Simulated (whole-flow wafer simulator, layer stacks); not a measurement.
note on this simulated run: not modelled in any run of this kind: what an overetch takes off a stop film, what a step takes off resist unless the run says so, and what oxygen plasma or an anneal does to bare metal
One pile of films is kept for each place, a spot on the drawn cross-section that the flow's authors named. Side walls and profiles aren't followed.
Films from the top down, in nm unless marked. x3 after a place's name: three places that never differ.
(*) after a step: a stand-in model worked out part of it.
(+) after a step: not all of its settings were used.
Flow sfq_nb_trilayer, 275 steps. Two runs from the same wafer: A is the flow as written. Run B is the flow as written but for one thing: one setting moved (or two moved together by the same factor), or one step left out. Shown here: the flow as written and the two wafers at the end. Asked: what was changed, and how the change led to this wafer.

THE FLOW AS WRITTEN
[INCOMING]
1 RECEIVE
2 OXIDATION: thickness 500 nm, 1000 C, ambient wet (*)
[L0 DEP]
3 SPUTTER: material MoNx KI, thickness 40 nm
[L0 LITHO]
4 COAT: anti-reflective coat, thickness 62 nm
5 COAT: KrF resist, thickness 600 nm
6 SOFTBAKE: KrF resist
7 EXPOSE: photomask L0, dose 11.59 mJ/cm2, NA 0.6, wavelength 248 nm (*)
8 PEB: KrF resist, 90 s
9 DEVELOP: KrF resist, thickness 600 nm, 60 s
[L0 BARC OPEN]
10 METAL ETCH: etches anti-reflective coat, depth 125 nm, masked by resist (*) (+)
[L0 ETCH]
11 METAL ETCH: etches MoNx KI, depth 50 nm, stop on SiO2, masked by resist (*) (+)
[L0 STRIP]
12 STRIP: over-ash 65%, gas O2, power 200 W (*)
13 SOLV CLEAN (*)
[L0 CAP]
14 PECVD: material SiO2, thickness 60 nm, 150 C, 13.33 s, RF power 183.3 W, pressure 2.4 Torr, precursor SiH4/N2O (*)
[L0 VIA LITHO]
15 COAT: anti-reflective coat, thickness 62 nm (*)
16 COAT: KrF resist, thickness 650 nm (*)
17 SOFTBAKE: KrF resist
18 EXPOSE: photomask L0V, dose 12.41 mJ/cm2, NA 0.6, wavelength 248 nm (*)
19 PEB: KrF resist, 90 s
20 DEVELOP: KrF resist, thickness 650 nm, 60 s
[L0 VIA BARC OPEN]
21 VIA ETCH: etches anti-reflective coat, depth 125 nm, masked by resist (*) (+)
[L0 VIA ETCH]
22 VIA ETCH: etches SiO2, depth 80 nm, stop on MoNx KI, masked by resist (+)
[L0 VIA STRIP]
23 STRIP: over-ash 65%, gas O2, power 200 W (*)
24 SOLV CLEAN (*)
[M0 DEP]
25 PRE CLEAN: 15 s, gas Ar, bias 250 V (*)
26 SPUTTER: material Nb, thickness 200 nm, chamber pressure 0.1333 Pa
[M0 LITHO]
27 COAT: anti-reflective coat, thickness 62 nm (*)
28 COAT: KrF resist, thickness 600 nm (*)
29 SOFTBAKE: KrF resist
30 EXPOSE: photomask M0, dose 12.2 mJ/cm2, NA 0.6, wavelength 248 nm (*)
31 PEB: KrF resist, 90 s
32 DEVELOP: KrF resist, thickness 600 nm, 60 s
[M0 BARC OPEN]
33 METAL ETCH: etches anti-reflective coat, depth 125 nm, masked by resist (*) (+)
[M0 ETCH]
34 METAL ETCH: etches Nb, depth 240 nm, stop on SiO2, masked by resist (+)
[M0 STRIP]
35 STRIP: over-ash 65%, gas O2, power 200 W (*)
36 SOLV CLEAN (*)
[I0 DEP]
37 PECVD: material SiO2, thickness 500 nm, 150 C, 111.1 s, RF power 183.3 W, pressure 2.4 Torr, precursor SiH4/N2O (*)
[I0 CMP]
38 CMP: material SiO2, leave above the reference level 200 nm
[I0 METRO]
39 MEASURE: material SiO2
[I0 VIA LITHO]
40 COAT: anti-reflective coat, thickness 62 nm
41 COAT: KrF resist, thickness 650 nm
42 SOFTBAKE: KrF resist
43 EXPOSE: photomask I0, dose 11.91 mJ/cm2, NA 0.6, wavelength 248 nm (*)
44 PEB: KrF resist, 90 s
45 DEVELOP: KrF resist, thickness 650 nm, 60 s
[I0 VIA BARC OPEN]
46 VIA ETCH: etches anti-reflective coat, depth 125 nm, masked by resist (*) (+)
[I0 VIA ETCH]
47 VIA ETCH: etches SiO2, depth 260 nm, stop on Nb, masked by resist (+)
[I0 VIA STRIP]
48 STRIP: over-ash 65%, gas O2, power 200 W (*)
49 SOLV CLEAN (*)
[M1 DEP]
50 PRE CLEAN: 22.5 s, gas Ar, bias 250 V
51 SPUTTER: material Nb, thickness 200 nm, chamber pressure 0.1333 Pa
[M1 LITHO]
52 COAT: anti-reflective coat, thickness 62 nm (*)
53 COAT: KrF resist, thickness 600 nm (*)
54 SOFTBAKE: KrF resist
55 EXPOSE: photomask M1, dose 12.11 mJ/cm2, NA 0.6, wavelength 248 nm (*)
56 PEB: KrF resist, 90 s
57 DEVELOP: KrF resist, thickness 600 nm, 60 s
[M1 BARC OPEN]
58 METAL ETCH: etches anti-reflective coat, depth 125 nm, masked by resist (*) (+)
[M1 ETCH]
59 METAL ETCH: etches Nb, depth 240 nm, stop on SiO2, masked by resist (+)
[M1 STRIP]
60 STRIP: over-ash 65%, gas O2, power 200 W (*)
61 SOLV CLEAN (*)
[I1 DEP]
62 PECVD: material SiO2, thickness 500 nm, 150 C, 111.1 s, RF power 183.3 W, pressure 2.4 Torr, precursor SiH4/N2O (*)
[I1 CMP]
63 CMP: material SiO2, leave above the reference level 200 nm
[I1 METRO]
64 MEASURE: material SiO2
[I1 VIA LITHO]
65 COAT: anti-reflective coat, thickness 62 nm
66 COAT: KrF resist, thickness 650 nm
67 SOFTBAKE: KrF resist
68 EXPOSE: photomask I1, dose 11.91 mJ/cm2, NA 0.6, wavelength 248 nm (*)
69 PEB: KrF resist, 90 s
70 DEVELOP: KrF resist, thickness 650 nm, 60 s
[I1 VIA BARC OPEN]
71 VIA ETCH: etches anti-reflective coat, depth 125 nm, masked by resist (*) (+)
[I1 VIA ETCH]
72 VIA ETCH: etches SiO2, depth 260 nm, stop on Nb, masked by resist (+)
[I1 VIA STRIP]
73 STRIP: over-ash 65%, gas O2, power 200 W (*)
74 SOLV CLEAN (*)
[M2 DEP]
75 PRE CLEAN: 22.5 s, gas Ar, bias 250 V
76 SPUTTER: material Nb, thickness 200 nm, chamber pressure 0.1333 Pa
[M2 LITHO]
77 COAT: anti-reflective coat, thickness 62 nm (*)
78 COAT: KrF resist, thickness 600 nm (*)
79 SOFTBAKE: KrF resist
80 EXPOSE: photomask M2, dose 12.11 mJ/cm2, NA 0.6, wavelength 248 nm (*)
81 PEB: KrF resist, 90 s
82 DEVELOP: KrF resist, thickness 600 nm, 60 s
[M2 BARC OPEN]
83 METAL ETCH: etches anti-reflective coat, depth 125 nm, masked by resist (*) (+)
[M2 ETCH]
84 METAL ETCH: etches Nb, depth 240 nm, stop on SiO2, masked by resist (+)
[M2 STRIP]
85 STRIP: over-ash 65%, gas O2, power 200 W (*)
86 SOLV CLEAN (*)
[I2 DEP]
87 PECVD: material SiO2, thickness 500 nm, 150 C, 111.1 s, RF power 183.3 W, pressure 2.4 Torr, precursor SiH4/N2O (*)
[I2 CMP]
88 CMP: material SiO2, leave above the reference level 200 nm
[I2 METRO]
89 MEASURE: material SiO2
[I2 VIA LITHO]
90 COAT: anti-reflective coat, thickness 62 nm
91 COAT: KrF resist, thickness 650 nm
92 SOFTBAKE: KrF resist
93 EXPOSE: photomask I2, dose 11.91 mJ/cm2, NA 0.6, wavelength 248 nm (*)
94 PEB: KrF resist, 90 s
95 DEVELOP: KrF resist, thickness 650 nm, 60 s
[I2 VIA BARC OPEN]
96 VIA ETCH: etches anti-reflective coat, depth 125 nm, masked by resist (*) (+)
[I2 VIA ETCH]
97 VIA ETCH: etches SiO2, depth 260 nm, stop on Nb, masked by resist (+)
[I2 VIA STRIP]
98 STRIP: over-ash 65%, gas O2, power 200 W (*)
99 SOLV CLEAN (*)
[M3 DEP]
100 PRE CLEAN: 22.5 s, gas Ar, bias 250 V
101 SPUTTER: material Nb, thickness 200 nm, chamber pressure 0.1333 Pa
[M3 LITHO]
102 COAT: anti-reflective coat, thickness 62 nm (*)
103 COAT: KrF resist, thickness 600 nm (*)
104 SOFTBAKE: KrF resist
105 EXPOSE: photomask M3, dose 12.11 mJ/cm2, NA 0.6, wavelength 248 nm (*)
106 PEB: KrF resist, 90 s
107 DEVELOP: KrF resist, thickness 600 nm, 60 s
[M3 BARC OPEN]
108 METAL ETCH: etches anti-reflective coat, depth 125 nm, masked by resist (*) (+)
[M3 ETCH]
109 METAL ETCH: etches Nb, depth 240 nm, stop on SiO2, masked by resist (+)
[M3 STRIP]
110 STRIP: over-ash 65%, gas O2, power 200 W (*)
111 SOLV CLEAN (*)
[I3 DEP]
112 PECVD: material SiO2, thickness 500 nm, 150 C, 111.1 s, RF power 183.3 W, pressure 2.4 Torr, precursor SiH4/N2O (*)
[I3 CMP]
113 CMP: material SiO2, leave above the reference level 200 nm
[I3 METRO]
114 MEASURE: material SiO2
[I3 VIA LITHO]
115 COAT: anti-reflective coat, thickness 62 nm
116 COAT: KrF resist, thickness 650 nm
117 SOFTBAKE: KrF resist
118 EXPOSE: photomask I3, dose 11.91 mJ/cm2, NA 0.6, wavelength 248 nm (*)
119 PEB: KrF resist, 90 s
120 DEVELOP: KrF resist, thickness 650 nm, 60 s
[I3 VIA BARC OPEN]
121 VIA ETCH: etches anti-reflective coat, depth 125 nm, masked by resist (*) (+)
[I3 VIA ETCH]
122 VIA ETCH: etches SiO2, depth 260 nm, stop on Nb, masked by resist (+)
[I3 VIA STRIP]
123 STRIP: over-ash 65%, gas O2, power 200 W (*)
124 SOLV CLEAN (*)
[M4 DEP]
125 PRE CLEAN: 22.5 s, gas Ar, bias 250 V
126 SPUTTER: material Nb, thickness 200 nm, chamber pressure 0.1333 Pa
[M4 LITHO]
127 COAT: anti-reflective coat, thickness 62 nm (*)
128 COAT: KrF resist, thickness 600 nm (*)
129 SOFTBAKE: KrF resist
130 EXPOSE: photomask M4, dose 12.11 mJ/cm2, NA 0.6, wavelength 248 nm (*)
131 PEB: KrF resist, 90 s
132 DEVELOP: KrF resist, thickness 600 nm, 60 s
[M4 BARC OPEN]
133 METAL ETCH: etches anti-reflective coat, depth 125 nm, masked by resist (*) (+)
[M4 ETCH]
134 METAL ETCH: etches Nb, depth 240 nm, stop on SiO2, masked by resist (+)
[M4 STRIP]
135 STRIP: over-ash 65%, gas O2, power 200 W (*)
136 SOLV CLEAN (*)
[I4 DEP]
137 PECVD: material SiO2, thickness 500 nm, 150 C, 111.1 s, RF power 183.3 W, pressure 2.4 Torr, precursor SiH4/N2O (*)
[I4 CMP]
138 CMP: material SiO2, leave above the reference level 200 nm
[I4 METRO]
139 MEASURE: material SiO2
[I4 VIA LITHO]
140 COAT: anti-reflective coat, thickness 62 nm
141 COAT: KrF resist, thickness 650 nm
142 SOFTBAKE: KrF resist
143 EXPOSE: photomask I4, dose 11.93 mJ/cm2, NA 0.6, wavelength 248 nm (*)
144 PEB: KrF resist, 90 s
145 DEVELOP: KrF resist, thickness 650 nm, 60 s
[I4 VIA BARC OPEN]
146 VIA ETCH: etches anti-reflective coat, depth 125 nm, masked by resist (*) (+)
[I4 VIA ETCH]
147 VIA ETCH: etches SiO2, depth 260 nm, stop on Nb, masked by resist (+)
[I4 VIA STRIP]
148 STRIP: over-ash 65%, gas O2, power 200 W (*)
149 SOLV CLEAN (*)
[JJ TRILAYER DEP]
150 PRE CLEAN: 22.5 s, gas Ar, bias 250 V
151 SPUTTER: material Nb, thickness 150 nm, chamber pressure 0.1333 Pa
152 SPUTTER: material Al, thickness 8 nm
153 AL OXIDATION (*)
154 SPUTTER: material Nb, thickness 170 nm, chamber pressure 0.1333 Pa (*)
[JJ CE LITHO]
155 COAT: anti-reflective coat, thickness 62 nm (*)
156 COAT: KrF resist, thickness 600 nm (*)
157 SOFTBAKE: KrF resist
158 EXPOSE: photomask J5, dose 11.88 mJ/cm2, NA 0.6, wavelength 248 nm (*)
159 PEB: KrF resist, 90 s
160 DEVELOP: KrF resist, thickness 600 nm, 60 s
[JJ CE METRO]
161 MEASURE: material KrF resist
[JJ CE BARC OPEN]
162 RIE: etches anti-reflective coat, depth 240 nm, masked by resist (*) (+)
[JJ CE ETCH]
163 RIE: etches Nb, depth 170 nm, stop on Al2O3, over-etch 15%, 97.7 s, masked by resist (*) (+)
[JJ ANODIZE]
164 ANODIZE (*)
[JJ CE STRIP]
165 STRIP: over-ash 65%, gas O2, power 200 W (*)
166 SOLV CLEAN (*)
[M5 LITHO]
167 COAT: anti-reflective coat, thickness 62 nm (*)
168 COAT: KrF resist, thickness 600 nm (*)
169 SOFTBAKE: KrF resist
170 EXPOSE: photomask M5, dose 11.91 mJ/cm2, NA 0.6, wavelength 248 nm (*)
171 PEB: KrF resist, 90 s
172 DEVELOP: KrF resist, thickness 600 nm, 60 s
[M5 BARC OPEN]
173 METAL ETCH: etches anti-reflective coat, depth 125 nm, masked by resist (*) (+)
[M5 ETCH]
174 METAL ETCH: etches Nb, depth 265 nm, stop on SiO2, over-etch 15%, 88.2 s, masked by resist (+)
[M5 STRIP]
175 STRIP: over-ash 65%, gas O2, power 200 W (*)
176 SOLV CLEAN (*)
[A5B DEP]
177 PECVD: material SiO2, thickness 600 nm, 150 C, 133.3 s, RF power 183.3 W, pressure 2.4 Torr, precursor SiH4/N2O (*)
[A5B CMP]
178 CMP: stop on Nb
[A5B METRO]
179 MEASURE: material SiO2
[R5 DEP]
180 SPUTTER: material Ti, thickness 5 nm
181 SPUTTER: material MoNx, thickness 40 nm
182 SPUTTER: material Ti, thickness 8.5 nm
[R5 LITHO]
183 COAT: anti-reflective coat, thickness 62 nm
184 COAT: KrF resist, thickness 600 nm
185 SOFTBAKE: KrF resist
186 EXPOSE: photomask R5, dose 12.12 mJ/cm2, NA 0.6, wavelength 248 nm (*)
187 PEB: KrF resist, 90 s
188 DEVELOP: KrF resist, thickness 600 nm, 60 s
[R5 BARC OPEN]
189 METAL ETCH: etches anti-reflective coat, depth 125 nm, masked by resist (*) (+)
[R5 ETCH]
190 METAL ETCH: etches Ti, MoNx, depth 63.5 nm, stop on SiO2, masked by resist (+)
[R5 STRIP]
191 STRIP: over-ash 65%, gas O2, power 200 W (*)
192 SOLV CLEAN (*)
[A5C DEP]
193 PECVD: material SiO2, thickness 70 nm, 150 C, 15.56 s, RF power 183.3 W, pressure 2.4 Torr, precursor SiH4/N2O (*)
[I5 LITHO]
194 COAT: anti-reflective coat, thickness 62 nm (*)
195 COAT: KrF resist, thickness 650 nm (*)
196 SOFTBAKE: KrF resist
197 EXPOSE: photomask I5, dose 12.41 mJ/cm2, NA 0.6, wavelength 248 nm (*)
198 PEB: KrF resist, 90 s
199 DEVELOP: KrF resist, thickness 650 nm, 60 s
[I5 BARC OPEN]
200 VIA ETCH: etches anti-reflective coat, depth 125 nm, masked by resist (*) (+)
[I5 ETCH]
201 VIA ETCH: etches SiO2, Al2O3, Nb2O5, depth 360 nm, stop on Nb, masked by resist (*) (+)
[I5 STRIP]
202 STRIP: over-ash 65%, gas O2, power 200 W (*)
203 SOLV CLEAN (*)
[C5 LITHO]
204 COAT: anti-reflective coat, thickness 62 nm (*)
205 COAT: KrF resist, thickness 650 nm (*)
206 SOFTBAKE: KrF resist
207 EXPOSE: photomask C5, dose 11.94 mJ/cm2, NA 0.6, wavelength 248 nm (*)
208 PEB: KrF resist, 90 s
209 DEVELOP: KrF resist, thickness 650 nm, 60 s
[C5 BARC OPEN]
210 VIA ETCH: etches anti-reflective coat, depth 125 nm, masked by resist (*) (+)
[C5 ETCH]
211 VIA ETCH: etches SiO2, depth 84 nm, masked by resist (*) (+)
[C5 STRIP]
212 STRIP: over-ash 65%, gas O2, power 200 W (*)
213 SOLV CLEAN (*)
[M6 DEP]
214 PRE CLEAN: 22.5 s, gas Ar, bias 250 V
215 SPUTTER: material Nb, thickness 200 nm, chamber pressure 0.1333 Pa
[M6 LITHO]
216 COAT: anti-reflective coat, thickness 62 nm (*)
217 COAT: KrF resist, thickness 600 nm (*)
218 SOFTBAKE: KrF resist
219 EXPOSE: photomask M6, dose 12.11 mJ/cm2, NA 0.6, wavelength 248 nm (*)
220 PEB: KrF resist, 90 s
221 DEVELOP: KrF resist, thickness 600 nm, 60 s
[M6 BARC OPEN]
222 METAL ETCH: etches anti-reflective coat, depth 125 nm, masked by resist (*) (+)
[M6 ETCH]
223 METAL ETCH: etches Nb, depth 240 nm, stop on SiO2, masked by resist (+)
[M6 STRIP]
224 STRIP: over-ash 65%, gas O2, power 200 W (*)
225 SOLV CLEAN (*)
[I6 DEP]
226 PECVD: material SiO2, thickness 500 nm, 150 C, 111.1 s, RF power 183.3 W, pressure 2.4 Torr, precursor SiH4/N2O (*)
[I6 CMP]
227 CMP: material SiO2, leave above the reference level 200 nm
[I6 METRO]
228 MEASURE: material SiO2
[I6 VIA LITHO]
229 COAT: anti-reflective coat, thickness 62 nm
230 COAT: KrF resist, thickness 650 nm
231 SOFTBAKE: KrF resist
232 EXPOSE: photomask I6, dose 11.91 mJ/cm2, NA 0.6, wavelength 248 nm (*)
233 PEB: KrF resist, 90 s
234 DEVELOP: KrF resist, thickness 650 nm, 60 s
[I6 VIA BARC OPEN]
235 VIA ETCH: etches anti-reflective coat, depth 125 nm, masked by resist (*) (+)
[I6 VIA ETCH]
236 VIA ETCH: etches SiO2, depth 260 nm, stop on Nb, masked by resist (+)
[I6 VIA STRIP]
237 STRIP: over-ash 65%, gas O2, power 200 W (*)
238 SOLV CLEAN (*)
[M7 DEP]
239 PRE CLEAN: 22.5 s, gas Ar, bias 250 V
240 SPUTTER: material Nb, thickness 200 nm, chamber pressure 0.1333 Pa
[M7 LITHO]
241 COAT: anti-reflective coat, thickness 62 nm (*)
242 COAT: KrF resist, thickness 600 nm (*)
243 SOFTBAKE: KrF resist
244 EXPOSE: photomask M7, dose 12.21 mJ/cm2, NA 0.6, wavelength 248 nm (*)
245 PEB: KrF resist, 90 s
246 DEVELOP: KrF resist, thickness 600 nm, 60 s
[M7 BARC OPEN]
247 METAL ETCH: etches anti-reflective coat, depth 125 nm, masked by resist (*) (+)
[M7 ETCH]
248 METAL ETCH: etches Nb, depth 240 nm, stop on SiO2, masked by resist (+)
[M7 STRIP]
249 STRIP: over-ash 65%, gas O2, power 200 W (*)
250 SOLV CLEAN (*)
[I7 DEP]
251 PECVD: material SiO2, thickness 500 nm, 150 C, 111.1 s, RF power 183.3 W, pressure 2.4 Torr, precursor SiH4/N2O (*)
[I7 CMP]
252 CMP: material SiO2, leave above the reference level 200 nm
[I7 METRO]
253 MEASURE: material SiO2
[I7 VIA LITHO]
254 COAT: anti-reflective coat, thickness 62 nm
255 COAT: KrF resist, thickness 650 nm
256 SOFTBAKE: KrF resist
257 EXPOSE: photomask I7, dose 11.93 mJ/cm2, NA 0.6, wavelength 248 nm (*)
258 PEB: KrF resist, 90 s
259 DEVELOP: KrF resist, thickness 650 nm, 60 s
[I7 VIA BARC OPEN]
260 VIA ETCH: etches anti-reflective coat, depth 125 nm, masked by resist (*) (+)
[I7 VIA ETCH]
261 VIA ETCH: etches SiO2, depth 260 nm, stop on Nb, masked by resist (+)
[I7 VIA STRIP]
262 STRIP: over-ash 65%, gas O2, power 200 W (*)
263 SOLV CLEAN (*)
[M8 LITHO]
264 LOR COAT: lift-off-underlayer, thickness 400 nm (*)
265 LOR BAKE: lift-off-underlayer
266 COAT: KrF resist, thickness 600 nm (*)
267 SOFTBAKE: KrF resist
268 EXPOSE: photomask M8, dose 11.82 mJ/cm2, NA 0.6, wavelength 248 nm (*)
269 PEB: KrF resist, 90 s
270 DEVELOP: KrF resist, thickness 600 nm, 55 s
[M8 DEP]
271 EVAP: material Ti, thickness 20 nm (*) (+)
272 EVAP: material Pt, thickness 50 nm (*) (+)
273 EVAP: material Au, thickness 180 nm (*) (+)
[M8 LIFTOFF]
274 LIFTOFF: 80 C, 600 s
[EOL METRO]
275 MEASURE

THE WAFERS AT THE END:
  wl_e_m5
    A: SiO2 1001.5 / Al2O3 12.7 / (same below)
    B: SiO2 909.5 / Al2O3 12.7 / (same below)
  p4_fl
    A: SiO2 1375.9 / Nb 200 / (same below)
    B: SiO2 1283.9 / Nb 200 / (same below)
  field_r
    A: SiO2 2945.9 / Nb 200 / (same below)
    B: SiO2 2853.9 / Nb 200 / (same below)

The cause: step 215, SPUTTER: thickness 108 nm was run, where the flow has thickness 200 nm.

How the change led to this, step by step:
  215 SPUTTER: material Nb, thickness 200 nm, chamber pressure 0.1333 Pa
      field_l, v_sur, via_wl and 100 more: A Nb +200 (new film) | B Nb +108 (new film)
      be: A Nb +147.3 | B Nb +80
      (and at 2 more places)
  216 COAT: anti-reflective coat, thickness 62 nm (*)
      be: A anti-reflective coat +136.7 (new film) | B anti-reflective coat +129.3 (new film)
      be_sur: A anti-reflective coat +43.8 (new film) | B anti-reflective coat +42.8 (new film)
      (and at 1 more place)
  223 METAL ETCH: etches Nb, depth 240 nm, stop on SiO2, masked by resist (+)
      field_l, gap, moat and 76 more: A Nb -200 (all of it) | B Nb -108 (all of it)
      v_sur, via_wl, via_w and 24 more: A KrF resist -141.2 | B KrF resist -95.3
  224 STRIP: over-ash 65%, gas O2, power 200 W (*)
      wl_j_sl, wl_j_sr: A KrF resist -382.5 (all of it), anti-reflective coat -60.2 (all of it) | B KrF resist -428.4 (all of it), anti-reflective coat -60.2 (all of it)
      m6r_line_l x2: A KrF resist -382.4 (all of it), anti-reflective coat -62 (all of it) | B KrF resist -428.3 (all of it), anti-reflective coat -62 (all of it)
      (and at 23 more places)
  226 PECVD: material SiO2, thickness 500 nm, 150 C, 111.1 s, RF power 183.3 W, pressure 2.4 Torr, precursor SiH4/N2O (*)
      gap, wl_a_sl, m6r_space_l x2: A SiO2 +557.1 | B SiO2 +500
      be: A SiO2 +693.5 (new film) | B SiO2 +658.3 (new film)
  227 CMP: material SiO2, leave above the reference level 200 nm
      field_l, p4_fl, p4_fm and 59 more: A SiO2 -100 | B SiO2 -192
      moat, field_r, lsp_l, ln_m5, lsp_m: A SiO2 -93.6 | B SiO2 -192
      (and at 13 more places)
